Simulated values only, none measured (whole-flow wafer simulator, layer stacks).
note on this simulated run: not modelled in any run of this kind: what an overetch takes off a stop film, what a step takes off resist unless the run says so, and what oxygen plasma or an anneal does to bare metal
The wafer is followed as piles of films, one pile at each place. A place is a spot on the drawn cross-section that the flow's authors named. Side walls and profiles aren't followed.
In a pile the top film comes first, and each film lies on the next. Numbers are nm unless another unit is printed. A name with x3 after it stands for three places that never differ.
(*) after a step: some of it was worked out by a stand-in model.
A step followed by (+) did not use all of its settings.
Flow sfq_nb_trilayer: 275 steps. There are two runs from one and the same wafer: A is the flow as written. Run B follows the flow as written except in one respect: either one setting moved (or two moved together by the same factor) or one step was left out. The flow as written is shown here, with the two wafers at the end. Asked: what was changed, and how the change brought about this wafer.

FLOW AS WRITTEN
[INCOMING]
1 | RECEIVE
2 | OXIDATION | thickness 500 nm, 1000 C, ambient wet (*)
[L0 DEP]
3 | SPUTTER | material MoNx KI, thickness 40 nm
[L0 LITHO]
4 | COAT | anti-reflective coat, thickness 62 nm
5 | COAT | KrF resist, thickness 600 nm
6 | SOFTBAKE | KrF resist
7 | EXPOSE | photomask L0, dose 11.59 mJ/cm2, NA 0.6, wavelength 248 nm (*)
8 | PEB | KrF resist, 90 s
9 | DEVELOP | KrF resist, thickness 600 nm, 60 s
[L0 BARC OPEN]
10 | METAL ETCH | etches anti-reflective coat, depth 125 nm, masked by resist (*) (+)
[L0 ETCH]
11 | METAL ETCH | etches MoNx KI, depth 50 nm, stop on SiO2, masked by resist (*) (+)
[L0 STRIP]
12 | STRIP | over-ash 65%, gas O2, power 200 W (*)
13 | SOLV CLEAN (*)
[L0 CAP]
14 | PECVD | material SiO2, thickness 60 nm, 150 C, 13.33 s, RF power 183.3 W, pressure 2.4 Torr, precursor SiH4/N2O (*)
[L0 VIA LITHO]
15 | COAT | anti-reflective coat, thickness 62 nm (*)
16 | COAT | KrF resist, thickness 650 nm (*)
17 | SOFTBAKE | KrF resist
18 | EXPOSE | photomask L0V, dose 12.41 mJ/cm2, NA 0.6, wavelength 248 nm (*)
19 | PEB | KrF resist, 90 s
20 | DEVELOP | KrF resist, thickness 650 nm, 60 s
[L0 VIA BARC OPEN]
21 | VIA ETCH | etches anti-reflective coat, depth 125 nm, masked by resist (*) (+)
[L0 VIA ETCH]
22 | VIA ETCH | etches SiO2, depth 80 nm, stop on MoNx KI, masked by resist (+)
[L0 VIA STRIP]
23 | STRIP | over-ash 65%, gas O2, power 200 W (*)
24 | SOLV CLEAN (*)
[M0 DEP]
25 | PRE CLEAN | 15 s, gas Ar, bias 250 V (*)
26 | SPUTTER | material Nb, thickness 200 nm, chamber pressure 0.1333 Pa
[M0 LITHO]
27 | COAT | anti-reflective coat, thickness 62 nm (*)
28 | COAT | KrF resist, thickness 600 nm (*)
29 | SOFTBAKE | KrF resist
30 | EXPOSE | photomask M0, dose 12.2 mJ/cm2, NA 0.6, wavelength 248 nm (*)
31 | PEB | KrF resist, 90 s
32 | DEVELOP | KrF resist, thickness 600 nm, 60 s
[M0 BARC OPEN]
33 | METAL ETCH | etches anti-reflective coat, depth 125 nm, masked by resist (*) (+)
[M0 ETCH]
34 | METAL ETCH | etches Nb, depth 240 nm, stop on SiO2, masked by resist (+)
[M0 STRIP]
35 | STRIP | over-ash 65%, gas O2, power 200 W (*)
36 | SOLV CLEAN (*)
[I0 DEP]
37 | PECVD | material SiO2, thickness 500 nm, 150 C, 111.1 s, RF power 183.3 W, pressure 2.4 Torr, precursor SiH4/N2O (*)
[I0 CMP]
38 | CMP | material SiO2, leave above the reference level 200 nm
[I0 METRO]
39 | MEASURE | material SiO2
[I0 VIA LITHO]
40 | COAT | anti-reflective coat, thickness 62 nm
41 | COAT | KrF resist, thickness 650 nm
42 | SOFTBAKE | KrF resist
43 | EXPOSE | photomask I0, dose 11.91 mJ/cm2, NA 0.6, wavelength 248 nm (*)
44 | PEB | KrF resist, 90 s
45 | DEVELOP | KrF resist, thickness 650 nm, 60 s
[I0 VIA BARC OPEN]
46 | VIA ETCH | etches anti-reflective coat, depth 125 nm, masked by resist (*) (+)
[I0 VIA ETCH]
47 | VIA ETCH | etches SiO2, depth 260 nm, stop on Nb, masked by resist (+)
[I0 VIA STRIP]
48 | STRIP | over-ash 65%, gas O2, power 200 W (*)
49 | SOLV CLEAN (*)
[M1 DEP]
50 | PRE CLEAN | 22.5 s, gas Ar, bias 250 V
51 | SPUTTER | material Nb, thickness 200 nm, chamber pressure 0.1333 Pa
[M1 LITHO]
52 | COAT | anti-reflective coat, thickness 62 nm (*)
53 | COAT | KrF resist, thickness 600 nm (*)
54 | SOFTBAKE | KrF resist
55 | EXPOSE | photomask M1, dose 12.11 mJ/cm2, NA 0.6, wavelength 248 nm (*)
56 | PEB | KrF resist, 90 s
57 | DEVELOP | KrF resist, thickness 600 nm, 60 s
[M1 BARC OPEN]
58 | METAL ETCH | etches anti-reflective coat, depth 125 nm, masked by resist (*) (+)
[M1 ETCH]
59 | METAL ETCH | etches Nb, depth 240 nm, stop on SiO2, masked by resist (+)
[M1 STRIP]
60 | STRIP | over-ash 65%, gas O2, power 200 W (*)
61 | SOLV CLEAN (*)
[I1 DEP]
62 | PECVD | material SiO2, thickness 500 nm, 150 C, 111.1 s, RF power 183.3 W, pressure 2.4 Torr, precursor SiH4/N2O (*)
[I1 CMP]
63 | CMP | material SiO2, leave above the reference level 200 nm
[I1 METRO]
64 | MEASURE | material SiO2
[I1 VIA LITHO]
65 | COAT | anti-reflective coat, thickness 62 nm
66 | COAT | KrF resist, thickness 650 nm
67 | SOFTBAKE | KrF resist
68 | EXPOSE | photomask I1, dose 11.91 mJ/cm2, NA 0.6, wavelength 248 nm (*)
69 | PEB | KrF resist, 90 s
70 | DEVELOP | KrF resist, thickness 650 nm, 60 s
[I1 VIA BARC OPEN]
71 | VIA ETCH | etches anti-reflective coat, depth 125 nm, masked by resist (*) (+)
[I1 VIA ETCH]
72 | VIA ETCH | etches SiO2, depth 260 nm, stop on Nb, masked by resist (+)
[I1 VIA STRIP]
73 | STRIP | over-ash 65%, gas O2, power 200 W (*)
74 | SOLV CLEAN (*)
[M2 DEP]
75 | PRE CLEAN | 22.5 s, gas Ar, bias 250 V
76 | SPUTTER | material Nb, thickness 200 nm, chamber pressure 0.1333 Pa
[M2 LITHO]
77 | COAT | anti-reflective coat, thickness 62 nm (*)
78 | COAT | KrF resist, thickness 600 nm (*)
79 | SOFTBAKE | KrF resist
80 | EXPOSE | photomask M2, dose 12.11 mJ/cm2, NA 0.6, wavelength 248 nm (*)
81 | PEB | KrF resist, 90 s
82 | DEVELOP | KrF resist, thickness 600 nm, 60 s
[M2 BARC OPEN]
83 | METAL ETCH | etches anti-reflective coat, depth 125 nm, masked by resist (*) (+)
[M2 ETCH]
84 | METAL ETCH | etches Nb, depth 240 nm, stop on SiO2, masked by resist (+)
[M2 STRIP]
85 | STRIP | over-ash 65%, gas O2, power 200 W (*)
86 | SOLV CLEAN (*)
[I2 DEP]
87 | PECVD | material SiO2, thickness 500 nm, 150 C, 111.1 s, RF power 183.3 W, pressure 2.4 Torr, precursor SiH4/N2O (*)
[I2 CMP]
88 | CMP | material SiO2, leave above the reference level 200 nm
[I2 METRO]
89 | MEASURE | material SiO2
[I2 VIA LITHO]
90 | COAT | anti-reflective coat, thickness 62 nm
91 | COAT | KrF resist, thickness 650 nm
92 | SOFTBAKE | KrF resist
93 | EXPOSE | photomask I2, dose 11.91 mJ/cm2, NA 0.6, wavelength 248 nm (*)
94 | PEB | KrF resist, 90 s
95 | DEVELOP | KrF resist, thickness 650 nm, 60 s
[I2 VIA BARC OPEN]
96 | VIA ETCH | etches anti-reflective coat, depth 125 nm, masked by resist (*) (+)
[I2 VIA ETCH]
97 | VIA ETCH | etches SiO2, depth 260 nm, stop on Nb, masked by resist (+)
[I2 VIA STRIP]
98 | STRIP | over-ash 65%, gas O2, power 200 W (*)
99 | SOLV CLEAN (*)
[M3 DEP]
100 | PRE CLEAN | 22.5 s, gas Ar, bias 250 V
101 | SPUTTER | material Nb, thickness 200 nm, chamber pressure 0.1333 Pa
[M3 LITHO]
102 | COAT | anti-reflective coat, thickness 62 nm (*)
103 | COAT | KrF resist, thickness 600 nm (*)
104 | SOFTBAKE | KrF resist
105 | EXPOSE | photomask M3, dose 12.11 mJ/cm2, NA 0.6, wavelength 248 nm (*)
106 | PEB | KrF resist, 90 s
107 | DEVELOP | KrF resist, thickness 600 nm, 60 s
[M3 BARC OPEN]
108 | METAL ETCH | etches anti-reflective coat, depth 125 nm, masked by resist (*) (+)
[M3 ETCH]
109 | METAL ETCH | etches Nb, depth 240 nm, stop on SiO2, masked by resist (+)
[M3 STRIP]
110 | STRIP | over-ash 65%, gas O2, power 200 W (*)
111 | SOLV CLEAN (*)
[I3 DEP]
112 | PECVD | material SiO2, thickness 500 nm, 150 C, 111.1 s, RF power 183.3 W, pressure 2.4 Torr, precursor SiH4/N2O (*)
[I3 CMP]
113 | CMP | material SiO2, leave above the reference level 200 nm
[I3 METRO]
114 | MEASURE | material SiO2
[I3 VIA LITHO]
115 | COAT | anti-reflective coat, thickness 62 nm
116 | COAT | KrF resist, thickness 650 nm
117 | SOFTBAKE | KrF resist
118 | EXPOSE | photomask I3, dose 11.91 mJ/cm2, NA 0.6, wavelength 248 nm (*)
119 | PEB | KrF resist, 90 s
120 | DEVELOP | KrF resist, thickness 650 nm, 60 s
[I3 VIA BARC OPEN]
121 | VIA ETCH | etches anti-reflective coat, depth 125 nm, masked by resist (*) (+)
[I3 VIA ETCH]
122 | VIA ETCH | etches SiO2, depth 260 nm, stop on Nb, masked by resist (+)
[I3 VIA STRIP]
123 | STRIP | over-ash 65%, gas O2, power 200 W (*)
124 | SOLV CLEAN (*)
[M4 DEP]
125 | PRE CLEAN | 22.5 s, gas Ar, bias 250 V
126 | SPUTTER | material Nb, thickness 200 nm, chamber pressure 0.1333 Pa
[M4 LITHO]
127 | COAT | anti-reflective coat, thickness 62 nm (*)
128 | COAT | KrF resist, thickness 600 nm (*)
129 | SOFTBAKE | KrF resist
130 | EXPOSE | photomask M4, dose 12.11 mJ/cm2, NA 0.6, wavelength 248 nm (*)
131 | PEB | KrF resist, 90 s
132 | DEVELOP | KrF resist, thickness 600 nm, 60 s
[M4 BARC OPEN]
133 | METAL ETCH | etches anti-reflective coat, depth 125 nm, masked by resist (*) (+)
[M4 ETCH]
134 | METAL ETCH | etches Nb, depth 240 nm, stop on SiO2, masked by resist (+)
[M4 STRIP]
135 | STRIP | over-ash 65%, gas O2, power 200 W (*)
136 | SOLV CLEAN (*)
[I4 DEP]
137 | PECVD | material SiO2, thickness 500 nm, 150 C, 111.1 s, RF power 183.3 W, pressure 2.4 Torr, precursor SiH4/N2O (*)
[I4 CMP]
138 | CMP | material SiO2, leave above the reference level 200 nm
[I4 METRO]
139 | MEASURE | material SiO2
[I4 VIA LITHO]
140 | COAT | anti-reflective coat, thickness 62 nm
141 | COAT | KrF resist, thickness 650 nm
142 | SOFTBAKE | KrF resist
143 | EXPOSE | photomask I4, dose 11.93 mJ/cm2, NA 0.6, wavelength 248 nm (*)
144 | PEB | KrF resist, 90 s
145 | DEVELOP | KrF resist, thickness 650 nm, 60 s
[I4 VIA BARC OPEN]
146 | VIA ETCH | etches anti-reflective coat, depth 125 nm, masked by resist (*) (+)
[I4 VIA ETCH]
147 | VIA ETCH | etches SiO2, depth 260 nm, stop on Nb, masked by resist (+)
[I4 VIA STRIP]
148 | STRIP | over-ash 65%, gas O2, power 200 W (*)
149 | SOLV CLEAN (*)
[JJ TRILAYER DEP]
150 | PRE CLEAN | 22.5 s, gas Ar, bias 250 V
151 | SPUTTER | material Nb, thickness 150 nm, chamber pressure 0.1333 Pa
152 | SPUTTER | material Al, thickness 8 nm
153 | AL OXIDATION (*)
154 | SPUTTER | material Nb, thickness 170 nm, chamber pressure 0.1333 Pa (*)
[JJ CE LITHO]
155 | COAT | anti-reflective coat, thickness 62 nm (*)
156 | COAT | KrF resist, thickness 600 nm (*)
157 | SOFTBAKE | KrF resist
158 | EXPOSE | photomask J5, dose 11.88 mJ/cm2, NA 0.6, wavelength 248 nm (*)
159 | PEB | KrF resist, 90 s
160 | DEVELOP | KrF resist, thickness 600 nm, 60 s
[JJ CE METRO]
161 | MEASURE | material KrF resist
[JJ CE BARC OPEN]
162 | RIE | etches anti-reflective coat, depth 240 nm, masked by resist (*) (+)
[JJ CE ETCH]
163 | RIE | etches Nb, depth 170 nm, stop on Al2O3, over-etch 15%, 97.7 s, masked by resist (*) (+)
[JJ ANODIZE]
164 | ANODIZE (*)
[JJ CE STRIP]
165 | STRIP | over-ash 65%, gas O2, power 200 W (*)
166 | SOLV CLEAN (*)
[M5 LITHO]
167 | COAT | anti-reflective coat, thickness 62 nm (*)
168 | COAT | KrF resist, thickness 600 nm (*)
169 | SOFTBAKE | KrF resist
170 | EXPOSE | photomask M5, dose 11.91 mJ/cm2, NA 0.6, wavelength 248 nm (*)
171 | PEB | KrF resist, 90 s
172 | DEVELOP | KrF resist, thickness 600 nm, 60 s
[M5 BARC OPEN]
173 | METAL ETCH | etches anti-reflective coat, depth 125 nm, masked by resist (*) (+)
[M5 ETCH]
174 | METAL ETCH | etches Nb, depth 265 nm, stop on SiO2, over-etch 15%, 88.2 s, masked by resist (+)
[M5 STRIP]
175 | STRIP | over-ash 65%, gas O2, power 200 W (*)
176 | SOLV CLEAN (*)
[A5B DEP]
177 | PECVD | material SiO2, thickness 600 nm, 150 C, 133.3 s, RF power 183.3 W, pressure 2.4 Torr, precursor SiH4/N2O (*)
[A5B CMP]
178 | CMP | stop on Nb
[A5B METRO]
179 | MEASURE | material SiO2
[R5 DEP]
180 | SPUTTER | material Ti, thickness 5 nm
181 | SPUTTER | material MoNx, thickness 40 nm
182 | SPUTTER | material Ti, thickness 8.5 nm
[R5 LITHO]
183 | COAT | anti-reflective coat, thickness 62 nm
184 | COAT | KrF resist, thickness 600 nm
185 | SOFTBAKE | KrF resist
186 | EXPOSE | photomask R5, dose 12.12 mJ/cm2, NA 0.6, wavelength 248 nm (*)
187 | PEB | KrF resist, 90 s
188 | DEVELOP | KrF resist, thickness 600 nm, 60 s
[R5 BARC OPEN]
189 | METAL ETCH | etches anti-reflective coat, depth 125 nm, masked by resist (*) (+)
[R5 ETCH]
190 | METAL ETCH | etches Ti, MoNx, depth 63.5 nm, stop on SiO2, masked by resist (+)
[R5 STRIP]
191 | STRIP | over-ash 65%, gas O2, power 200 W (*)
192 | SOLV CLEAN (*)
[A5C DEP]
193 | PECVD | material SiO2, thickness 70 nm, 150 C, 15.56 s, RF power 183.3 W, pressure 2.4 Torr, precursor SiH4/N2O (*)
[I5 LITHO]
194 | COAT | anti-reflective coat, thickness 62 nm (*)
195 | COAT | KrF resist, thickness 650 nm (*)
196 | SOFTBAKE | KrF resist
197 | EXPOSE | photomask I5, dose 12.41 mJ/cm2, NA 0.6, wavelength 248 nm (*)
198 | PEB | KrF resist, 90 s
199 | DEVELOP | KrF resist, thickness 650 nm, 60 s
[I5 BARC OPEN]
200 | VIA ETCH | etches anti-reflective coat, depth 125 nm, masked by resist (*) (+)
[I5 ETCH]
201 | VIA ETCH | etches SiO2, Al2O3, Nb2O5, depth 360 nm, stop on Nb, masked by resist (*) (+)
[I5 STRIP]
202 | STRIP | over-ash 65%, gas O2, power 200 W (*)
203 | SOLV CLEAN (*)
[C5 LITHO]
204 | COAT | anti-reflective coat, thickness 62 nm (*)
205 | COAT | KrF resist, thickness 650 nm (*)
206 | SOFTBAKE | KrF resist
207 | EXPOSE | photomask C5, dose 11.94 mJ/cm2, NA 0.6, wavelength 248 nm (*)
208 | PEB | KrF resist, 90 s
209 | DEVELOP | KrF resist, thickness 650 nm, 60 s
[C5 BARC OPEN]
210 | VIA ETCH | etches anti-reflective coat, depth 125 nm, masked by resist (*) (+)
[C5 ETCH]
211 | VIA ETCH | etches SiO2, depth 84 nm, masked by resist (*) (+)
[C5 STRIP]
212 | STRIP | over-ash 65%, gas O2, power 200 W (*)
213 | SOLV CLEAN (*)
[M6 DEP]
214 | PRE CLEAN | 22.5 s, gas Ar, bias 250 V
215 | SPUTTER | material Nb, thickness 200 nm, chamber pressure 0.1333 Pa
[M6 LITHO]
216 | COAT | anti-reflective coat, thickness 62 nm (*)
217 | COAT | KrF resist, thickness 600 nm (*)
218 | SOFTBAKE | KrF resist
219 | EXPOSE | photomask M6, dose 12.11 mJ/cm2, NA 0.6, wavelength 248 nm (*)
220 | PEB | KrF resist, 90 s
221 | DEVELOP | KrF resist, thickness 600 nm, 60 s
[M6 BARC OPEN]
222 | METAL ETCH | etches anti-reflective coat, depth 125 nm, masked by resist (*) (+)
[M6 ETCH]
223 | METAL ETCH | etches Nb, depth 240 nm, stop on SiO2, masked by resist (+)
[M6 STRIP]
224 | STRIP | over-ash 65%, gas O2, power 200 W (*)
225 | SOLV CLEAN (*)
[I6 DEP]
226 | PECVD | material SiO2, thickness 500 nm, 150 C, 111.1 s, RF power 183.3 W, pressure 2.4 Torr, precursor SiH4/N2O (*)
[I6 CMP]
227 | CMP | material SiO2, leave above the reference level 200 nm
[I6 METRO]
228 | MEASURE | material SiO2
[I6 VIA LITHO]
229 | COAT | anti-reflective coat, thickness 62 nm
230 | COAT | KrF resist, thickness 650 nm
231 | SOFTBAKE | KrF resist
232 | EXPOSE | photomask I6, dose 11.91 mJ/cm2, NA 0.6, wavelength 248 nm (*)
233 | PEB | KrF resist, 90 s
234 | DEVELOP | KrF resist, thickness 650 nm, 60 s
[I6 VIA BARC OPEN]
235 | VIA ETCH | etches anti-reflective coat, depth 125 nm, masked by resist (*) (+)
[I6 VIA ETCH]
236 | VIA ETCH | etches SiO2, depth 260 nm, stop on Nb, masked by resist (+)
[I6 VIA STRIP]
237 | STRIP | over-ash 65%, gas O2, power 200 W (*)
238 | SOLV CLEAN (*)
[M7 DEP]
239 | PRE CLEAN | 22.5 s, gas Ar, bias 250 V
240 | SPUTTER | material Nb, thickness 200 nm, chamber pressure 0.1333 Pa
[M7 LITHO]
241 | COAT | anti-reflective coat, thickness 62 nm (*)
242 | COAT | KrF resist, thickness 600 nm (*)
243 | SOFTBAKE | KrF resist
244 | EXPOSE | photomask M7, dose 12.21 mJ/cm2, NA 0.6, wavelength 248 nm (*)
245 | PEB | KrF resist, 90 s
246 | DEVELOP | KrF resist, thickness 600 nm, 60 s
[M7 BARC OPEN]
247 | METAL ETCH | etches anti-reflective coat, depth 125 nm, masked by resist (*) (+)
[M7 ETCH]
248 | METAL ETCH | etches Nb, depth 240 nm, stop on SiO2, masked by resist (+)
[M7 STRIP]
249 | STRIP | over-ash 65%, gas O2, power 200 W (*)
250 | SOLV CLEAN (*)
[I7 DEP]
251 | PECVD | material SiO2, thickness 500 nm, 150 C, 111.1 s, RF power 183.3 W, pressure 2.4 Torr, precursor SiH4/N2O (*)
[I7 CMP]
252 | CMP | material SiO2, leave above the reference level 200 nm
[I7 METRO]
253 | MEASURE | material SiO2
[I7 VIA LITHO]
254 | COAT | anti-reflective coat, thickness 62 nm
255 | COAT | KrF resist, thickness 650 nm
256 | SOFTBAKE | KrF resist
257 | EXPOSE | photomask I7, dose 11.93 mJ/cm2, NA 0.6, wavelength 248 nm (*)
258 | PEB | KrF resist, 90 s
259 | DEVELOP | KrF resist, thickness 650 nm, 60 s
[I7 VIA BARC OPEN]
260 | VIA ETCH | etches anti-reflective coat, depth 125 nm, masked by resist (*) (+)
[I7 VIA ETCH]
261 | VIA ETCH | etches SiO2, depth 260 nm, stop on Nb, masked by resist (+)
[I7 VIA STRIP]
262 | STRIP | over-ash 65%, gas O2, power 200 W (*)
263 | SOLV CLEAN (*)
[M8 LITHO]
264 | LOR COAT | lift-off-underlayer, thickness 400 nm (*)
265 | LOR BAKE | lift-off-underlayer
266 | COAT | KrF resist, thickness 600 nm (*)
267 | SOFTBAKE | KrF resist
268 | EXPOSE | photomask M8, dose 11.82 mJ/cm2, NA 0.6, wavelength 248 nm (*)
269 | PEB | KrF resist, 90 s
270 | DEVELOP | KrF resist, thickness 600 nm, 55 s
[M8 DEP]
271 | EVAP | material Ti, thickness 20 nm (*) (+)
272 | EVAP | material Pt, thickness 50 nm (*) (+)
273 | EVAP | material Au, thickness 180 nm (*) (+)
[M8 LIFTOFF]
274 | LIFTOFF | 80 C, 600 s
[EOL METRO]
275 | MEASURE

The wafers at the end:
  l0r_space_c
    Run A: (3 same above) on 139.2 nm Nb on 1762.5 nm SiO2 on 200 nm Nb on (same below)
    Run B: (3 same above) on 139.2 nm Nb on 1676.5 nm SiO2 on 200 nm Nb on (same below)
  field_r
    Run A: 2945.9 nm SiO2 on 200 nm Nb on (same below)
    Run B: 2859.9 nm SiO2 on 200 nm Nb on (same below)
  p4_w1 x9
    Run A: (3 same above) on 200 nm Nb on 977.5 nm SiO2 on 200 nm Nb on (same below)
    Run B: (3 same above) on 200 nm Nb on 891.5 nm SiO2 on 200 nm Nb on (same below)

What caused this: step 88, CMP: leave above the reference level 114 nm was run, while the flow as written has leave above the reference level 200 nm.

The path from the change to this, step by step:
  88 | CMP | material SiO2, leave above the reference level 200 nm
      field_l, be, be_sur and 81 more: A SiO2 loses 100 | B SiO2 loses 186
      v_sur, via_wl, via_w and 18 more: A SiO2 loses 300 | B SiO2 loses 386
      (and at 1 other place as well)
  97 | VIA ETCH | etches SiO2, depth 260 nm, stop on Nb, masked by resist (+)
      field_l, v_sur, via_wl and 102 more: A KrF resist loses 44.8 | B KrF resist loses 29.4
      via_w: A SiO2 loses 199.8 (all of it) | B SiO2 loses 113.8 (all of it)
  98 | STRIP | over-ash 65%, gas O2, power 200 W (*)
      field_l, v_sur, via_wl and 102 more: A KrF resist loses 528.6 (all of it), anti-reflective coat loses 62 (all of it) | B KrF resist loses 544 (all of it), anti-reflective coat loses 62 (all of it)
  101 | SPUTTER | material Nb, thickness 200 nm, chamber pressure 0.1333 Pa
      via_w: A Nb gains 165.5 | B Nb gains 184.6
  102 | COAT | anti-reflective coat, thickness 62 nm (*)
      via_wl, via_wr: A anti-reflective coat gains 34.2 (new film) | B anti-reflective coat gains 38.4 (new film)
      via_w: A anti-reflective coat gains 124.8 (new film) | B anti-reflective coat gains 105 (new film)
  103 | COAT | KrF resist, thickness 600 nm (*)
      via_w: A KrF resist gains 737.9 (new film) | B KrF resist gains 666.9 (new film)
  110 | STRIP | over-ash 65%, gas O2, power 200 W (*)
      v_sur: A KrF resist loses 365.3 (all of it), anti-reflective coat loses 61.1 (all of it) | B KrF resist loses 373.5 (all of it), anti-reflective coat loses 60.4 (all of it)
      via_wl: A KrF resist loses 384.2 (all of it), anti-reflective coat loses 34.2 (all of it) | B KrF resist loses 391 (all of it), anti-reflective coat loses 38.4 (all of it)
      (and at 2 other places as well)
  112 | PECVD | material SiO2, thickness 500 nm, 150 C, 111.1 s, RF power 183.3 W, pressure 2.4 Torr, precursor SiH4/N2O (*)
      via_w: A SiO2 gains 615 (new film) | B SiO2 gains 500 (new film)
  113 | CMP | material SiO2, leave above the reference level 200 nm
      via_w: A SiO2 loses 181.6 | B SiO2 loses 171.7
